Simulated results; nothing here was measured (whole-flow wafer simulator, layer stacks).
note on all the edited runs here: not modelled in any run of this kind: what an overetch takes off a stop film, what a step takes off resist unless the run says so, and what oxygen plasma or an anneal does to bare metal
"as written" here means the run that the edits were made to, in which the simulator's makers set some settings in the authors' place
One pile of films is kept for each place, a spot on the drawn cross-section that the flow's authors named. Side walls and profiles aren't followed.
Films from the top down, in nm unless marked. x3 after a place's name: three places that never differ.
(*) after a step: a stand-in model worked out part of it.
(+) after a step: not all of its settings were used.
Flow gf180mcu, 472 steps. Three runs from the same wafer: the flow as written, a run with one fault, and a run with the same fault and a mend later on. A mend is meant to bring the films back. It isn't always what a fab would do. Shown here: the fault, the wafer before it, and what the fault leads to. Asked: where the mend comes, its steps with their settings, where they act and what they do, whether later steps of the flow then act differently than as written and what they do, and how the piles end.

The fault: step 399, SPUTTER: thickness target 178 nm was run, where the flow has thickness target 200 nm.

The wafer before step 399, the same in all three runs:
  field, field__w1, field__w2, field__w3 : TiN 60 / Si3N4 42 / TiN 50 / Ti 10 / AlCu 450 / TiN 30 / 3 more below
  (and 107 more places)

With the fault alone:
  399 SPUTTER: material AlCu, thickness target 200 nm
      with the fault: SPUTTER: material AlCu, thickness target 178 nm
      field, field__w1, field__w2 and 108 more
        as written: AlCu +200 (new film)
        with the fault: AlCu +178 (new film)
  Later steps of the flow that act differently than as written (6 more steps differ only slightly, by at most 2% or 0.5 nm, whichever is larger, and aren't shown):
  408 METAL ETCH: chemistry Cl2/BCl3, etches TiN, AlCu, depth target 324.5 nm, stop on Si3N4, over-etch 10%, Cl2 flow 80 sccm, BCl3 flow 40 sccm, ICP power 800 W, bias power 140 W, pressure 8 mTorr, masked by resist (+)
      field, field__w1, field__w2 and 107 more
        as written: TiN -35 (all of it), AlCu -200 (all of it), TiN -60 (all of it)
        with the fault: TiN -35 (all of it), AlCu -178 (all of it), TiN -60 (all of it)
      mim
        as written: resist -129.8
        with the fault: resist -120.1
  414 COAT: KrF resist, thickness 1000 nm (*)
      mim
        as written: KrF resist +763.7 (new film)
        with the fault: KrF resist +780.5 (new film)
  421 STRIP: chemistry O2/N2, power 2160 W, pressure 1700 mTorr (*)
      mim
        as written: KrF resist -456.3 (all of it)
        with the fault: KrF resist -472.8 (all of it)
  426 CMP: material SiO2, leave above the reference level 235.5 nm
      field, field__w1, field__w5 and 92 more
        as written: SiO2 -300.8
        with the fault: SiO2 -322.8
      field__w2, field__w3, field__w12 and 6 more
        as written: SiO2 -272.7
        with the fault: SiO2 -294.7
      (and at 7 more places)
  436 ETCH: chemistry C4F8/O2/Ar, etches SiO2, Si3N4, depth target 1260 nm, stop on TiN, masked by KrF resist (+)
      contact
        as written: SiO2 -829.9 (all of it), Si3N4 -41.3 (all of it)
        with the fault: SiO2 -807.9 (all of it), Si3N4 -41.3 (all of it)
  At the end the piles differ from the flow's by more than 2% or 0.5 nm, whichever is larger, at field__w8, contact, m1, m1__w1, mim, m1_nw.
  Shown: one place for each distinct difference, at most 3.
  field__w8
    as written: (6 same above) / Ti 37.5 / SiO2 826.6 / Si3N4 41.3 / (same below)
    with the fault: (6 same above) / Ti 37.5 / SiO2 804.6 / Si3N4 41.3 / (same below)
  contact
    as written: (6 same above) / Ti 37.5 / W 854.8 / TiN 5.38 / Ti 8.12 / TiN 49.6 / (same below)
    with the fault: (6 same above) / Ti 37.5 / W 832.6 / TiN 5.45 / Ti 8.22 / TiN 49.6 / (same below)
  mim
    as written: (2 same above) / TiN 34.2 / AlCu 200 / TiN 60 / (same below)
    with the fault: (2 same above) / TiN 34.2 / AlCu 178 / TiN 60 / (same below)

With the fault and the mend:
  The mend comes after step 399.
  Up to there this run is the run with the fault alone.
  399a SPUTTER: material AlCu, thickness target 22 nm (the flow's step 399 once more, with other settings)
      field, field__w1, field__w2 and 108 more
        AlCu +22
  No later step of the flow acts differently than as written at any place that is followed.
  At the end the piles are the same as the flow's at every place that both follow.
